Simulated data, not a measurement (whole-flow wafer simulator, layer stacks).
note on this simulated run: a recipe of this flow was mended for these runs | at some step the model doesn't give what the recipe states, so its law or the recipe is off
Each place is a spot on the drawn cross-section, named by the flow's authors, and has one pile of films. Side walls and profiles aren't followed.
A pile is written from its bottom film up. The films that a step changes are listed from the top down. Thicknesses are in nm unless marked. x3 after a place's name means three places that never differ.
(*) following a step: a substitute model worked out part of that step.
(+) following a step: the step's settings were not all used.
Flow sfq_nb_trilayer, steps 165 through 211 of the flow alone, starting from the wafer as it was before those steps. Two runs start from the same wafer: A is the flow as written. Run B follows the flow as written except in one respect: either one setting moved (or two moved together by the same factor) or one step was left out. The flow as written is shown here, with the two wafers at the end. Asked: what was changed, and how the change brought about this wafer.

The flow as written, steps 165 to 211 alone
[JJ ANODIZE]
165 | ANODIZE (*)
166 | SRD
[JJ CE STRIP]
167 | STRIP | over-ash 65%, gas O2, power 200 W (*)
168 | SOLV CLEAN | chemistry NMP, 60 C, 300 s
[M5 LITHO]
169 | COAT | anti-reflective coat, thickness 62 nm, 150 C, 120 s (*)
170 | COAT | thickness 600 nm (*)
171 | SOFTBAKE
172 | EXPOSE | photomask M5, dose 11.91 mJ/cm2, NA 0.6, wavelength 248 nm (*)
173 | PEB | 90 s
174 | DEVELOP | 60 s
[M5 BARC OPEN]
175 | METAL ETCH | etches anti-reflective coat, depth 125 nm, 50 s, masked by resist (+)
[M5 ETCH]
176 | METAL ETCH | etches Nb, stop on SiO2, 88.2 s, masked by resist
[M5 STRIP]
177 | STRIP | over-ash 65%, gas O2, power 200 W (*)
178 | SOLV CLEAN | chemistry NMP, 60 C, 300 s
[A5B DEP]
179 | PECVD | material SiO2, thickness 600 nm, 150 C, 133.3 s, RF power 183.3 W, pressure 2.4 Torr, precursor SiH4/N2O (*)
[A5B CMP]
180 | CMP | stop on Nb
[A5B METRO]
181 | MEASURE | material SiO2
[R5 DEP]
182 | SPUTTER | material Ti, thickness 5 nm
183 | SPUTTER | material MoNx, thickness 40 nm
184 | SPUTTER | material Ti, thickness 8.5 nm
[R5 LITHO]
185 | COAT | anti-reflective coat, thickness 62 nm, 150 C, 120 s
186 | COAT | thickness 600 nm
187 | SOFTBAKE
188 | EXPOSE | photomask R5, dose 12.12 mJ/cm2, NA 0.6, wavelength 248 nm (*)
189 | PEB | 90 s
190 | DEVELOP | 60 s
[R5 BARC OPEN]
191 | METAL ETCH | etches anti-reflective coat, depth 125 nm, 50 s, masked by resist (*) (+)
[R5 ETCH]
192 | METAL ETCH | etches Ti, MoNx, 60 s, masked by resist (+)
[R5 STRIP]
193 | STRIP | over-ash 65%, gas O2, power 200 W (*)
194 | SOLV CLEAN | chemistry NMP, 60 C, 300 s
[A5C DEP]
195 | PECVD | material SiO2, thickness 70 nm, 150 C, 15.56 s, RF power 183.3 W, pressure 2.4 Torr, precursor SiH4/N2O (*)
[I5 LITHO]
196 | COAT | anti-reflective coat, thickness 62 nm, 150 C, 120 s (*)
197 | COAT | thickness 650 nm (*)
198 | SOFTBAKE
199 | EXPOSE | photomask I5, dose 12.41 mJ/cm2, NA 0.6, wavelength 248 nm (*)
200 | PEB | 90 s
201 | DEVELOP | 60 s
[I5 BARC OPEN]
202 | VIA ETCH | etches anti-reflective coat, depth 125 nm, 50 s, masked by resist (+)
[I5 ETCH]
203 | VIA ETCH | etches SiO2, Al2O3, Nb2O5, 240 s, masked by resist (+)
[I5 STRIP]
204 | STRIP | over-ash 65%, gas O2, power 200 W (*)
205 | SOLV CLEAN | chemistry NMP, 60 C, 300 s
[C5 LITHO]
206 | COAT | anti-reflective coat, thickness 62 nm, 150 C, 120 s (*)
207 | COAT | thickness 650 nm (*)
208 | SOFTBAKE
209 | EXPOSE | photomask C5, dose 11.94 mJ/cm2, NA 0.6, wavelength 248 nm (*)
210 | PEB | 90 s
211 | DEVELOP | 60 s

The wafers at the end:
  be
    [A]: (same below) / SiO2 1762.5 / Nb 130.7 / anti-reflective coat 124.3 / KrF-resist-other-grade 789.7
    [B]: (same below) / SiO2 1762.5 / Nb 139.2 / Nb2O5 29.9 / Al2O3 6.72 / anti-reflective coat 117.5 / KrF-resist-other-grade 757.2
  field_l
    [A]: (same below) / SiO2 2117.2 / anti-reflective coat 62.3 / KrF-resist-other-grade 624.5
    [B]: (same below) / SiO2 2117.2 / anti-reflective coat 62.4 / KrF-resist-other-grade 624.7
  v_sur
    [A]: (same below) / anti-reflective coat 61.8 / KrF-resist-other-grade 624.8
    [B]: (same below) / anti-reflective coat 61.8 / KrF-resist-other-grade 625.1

What caused this: step 203, VIA ETCH: 147 s was run, while the flow as written has 240 s.

The path from the change to this, step by step:
  203 | VIA ETCH | etches SiO2, Al2O3, Nb2O5, 240 s, masked by resist (+)
      be: A SiO2 loses 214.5 (all of it), Al2O3 loses 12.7 (all of it), Nb2O5 loses 29.9 (all of it), Nb loses 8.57 | B SiO2 loses 214.5 (all of it), Al2O3 loses 5.97
      field_l, v_sur, via_wl and 102 more: A KrF-resist-other-grade loses 240 | B KrF-resist-other-grade loses 147
  204 | STRIP | over-ash 65%, gas O2, power 200 W (*)
      p4_fl x5, p4_w1 x9, p3_s0 x9, l0r_line_l x3, l0r_space_c x19, m0r_space_l x2: A KrF-resist-other-grade loses 315.7 (all of it), anti-reflective coat loses 62 (all of it) | B KrF-resist-other-grade loses 408.7 (all of it), anti-reflective coat loses 62 (all of it)
      wl_b_sl, wl_b_m5, wl_b_sr and 14 more: A KrF-resist-other-grade loses 315.6 (all of it), anti-reflective coat loses 62 (all of it) | B KrF-resist-other-grade loses 408.6 (all of it), anti-reflective coat loses 62 (all of it)
      (also at 41 further places)
  206 | COAT | anti-reflective coat, thickness 62 nm, 150 C, 120 s (*)
      be: A anti-reflective coat gains 124.3 (new film) | B anti-reflective coat gains 117.5 (new film)
  207 | COAT | thickness 650 nm (*)
      be: A KrF-resist-other-grade gains 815 (new film) | B KrF-resist-other-grade gains 782.4 (new film)
